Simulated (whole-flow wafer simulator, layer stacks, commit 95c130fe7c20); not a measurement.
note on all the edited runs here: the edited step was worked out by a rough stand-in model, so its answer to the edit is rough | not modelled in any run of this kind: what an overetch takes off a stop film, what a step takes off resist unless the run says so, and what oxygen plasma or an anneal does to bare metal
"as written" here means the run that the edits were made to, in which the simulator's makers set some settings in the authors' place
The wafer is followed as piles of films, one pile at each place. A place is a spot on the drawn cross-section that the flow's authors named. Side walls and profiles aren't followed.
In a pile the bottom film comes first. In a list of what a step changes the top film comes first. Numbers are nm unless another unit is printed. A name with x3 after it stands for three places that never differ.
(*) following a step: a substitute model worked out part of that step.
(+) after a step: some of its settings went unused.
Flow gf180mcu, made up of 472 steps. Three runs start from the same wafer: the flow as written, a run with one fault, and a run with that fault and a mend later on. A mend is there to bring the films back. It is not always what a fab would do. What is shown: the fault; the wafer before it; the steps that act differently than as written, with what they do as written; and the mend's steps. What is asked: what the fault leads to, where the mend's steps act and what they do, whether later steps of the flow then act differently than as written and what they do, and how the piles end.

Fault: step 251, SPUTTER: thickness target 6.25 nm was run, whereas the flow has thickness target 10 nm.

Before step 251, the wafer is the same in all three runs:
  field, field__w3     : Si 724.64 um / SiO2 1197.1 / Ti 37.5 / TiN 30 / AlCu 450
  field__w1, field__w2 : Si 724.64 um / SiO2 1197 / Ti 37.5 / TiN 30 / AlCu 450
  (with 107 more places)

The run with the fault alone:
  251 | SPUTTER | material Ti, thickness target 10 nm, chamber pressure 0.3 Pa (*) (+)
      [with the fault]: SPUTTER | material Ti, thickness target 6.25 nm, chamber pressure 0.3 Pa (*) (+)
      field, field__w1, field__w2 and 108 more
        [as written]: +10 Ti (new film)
        [with the fault]: +6.25 Ti (new film)
  Later steps of the flow acting differently than as written (5 other steps are not shown; they differ only slightly, by no more than 2% or 0.5 nm, whichever is larger):
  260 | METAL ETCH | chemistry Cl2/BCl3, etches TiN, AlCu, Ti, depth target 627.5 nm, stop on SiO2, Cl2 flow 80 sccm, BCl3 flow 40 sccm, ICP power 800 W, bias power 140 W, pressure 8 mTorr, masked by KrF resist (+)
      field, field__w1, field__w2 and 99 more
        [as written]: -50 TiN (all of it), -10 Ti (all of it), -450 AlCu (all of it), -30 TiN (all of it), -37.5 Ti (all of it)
        [with the fault]: -50 TiN (all of it), -6.25 Ti (all of it), -450 AlCu (all of it), -30 TiN (all of it), -37.5 Ti (all of it)
  At field__w8, contact, m1 and 6 more, the piles at the end differ from the flow's by more than 2% or 0.5 nm, whichever is larger.
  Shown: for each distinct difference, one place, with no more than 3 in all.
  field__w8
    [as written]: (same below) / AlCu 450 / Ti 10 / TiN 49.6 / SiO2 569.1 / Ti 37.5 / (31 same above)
    [with the fault]: (same below) / AlCu 450 / Ti 6.25 / TiN 49.6 / SiO2 572.9 / Ti 37.5 / (31 same above)
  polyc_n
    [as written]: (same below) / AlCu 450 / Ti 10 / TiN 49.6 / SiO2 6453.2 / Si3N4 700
    [with the fault]: (same below) / AlCu 450 / Ti 6.25 / TiN 49.6 / SiO2 6456.9 / Si3N4 700
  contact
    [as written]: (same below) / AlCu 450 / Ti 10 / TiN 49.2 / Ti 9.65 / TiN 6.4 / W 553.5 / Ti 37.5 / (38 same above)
    [with the fault]: (same below) / AlCu 450 / Ti 6.25 / TiN 49.2 / Ti 9.63 / TiN 6.39 / W 557.3 / Ti 37.5 / (38 same above)

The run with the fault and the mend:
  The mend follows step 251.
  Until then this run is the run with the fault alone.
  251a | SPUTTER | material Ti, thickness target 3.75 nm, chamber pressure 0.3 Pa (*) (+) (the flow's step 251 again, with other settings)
      field, field__w1, field__w2 and 108 more
        +3.75 Ti
  Later steps of the flow that are run all act as written at every place that is followed.
  By the end, the piles equal the flow's at every place that both follow.
